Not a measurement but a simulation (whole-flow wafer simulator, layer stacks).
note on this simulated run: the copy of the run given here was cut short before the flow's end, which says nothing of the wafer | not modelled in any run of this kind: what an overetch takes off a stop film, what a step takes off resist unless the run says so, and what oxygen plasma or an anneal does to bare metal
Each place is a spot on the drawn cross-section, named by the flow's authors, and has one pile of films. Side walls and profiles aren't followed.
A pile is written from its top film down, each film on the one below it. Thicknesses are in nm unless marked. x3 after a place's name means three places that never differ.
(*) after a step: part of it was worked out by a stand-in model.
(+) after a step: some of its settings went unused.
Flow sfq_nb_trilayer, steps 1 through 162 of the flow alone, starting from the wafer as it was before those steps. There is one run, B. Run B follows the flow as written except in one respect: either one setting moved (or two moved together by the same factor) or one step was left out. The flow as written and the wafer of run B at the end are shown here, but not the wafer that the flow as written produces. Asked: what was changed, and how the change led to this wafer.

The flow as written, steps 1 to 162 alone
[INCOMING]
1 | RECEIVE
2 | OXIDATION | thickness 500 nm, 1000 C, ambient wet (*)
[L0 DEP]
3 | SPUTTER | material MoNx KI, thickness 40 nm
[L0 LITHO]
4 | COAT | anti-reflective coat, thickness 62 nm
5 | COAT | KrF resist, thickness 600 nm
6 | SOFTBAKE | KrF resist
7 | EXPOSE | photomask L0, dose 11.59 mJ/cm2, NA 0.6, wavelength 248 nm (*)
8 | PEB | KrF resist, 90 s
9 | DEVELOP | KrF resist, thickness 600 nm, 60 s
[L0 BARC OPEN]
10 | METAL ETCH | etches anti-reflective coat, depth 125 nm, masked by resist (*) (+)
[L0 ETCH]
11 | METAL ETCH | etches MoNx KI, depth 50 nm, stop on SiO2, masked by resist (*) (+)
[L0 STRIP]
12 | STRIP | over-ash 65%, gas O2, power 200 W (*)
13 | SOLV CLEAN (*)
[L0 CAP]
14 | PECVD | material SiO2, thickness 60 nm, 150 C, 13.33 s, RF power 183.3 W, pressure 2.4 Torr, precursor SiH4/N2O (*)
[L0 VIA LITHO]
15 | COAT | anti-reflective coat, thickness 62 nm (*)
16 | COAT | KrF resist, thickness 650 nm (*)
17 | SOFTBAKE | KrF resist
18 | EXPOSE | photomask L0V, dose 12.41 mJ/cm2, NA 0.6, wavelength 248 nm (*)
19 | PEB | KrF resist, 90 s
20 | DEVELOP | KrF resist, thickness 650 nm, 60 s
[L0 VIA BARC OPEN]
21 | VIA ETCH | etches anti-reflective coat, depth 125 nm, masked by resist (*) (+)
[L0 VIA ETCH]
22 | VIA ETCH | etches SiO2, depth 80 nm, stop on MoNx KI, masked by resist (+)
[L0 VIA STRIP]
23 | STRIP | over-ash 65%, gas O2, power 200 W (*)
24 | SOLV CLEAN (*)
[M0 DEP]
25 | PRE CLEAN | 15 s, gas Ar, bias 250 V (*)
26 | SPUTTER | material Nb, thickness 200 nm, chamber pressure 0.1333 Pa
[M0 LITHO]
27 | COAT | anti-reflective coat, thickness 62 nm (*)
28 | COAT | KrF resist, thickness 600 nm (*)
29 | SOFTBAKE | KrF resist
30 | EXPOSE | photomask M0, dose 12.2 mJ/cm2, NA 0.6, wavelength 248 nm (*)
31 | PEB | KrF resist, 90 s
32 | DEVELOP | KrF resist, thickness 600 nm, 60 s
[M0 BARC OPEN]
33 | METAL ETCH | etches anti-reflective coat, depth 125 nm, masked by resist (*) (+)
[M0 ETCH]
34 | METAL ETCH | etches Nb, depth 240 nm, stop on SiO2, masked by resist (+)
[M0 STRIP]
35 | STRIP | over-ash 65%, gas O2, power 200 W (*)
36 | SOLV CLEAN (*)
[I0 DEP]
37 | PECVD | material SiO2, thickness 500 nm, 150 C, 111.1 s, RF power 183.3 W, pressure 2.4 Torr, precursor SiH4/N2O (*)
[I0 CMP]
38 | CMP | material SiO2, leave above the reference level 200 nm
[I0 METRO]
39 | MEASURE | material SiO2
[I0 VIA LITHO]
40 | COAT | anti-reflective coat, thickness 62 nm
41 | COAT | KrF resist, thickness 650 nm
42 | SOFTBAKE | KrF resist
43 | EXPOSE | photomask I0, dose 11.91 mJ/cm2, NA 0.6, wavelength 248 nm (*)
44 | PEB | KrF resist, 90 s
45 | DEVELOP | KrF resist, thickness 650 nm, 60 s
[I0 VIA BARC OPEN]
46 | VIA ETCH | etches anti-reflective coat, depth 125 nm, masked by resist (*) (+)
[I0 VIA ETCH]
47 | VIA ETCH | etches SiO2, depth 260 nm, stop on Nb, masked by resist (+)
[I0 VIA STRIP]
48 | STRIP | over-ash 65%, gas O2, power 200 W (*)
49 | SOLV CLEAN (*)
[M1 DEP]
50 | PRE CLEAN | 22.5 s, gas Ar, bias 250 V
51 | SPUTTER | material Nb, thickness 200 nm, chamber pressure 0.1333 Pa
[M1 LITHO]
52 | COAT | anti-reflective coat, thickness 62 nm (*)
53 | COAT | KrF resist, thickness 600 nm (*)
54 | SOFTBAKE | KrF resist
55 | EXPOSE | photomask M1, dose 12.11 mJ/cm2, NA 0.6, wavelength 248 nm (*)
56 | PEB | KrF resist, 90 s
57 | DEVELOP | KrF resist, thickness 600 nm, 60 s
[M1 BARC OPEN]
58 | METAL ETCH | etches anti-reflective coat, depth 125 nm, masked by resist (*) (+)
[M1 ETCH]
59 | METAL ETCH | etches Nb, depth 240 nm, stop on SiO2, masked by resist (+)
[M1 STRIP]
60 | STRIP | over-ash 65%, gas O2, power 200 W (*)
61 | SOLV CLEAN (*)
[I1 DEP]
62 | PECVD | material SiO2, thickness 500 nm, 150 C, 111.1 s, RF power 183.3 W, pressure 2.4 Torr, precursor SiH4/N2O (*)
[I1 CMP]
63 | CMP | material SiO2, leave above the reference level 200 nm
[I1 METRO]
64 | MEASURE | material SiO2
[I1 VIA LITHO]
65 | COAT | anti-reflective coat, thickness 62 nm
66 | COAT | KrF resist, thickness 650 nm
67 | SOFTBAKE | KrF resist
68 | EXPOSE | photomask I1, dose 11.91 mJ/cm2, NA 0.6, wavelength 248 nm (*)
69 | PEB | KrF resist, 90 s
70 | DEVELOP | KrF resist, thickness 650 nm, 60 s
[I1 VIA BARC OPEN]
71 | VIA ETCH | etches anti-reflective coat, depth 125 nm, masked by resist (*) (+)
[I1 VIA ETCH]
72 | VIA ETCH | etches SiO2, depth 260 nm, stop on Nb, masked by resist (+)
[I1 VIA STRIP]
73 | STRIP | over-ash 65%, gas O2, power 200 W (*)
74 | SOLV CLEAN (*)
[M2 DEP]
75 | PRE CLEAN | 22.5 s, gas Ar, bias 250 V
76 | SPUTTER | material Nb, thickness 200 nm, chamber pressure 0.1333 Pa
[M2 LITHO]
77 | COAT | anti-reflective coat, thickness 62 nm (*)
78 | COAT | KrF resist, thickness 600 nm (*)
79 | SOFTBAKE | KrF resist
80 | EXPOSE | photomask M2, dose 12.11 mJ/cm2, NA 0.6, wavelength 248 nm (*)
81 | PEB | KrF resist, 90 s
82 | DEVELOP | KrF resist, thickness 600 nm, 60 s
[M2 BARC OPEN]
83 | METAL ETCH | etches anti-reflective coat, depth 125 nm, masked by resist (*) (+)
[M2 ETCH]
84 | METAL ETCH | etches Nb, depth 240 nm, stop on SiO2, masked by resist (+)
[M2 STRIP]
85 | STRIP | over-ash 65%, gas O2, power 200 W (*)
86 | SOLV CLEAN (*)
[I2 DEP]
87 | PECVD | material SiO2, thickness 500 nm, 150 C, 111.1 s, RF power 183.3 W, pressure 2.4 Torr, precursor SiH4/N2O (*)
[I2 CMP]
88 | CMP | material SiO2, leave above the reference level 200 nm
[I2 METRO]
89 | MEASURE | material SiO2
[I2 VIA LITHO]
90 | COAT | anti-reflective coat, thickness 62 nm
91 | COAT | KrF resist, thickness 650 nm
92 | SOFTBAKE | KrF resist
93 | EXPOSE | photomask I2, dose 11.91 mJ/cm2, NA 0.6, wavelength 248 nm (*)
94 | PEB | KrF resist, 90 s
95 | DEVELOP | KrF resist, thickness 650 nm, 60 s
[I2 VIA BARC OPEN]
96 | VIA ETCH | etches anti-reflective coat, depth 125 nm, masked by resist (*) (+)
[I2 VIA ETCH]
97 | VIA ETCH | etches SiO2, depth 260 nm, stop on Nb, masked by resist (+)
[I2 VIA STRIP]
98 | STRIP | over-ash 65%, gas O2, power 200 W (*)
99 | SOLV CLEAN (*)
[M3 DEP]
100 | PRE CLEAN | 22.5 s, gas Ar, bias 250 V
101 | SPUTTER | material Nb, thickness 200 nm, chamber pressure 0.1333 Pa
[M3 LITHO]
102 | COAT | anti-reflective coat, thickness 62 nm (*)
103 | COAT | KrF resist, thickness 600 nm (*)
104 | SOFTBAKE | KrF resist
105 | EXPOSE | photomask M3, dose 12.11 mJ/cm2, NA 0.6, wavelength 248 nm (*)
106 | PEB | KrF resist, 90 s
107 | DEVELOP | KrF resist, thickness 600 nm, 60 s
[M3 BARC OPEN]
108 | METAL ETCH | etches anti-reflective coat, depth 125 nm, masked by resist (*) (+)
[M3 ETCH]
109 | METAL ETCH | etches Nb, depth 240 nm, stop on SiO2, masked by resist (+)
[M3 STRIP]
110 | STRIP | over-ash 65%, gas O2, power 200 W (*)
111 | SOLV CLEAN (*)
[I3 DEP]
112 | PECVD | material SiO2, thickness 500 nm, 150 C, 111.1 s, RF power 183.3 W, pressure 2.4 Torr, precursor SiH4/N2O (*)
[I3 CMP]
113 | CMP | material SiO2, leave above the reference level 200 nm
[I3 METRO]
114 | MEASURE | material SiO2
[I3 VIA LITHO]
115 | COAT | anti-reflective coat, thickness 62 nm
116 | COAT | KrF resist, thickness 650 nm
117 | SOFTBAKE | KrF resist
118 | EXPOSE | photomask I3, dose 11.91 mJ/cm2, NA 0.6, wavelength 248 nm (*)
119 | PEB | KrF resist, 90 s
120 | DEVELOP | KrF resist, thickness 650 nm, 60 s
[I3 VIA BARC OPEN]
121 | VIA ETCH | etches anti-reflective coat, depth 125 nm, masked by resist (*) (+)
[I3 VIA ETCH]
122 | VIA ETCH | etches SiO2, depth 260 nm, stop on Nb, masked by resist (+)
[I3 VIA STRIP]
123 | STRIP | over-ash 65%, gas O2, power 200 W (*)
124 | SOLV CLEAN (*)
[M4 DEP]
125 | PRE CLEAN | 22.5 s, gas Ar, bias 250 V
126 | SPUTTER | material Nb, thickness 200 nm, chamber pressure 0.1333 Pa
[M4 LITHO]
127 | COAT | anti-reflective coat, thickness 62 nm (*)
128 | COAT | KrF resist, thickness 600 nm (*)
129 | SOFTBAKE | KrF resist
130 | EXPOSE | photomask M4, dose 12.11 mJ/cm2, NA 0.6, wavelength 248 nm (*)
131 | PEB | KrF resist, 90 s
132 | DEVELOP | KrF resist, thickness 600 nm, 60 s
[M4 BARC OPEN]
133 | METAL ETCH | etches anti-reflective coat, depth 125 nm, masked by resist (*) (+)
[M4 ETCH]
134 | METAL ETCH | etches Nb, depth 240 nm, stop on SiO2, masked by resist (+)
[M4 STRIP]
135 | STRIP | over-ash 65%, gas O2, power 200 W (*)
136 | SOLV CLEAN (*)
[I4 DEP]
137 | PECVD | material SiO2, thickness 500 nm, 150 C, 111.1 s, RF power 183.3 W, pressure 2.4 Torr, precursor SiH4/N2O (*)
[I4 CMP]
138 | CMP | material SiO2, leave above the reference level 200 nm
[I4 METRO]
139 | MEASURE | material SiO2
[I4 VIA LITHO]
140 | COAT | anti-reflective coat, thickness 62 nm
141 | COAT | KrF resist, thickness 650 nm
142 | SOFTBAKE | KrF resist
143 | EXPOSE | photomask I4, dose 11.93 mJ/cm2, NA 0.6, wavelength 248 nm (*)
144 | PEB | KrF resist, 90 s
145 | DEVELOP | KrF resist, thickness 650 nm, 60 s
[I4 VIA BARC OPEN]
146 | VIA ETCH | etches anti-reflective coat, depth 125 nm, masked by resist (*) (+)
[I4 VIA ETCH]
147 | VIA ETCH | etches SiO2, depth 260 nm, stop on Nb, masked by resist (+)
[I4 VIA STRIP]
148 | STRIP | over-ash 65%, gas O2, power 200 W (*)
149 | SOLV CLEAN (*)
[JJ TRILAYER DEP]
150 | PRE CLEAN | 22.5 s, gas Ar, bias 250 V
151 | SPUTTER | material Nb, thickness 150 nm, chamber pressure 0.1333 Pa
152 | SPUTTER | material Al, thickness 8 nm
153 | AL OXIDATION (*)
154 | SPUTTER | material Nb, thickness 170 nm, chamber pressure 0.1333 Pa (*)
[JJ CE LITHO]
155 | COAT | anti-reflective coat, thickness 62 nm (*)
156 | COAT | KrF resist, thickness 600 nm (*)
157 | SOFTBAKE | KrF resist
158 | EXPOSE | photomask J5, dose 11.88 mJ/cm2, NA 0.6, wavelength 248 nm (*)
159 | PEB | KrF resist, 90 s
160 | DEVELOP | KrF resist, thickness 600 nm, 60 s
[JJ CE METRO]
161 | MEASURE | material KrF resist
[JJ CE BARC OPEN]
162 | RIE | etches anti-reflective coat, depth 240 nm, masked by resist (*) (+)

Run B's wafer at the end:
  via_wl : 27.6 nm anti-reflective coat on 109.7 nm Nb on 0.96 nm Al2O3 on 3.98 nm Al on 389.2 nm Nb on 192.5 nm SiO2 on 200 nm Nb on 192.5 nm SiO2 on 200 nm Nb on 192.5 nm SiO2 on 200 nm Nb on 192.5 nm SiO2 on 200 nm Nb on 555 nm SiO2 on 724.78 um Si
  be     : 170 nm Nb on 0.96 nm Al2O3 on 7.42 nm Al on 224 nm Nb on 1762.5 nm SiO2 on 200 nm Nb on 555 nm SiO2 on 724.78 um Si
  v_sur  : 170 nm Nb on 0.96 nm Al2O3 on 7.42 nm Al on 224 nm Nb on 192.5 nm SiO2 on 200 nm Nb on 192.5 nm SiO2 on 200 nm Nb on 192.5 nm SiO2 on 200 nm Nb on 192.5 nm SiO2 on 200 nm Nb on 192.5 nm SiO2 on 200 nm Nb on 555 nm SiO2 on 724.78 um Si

The reason: step 151, SPUTTER: thickness 224 nm was run, while the flow as written has thickness 150 nm.
One can read it off the wafer: be has Nb 224, and step 151 as written asks for 150 nm.

The path from the change to this, step by step:
  151 | SPUTTER | material Nb, thickness 150 nm, chamber pressure 0.1333 Pa
      field_l, v_sur, via_sp and 100 more: +224 Nb (new film) (it would be, as written: +150 Nb (new film))
      via_wl, via_w, via_wr: +195.7 Nb (it would be, as written: +130.4 Nb)
  152 | SPUTTER | material Al, thickness 8 nm
      via_wl, via_wr: +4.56 Al (new film) (it would be, as written: +5.14 Al (new film))
  154 | SPUTTER | material Nb, thickness 170 nm, chamber pressure 0.1333 Pa (*)
      via_wl, via_wr: +109.7 Nb (new film) (it would be, as written: +140.7 Nb (new film))
      via_w: +155.3 Nb (new film) (it would be, as written: +141 Nb (new film))
  155 | COAT | anti-reflective coat, thickness 62 nm (*)
      via_wl, via_wr: +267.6 anti-reflective coat (new film) (it would be, as written: +209.4 anti-reflective coat (new film))
      via_w: +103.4 anti-reflective coat (new film) (it would be, as written: +97.4 anti-reflective coat (new film))
  156 | COAT | KrF resist, thickness 600 nm (*)
      via_wl: +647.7 KrF resist (new film) (it would be, as written: +663 KrF resist (new film))
      via_wr: +647.9 KrF resist (new film) (it would be, as written: +663.2 KrF resist (new film))
  160 | DEVELOP | KrF resist, thickness 600 nm, 60 s
      via_wl: -646.3 KrF resist (all of it) (it would be, as written: -661.6 KrF resist (all of it))
      via_wr: -646.5 KrF resist (all of it) (it would be, as written: -661.8 KrF resist (all of it))
  162 | RIE | etches anti-reflective coat, depth 240 nm, masked by resist (*) (+)
      via_wl, via_wr: -240 anti-reflective coat (it would be, as written: -209.4 anti-reflective coat (all of it))
      ce_l, c5j, ce_r, wl_jj: -240 KrF resist (it would be, as written: -209.4 KrF resist)
      (and at 1 other place as well)
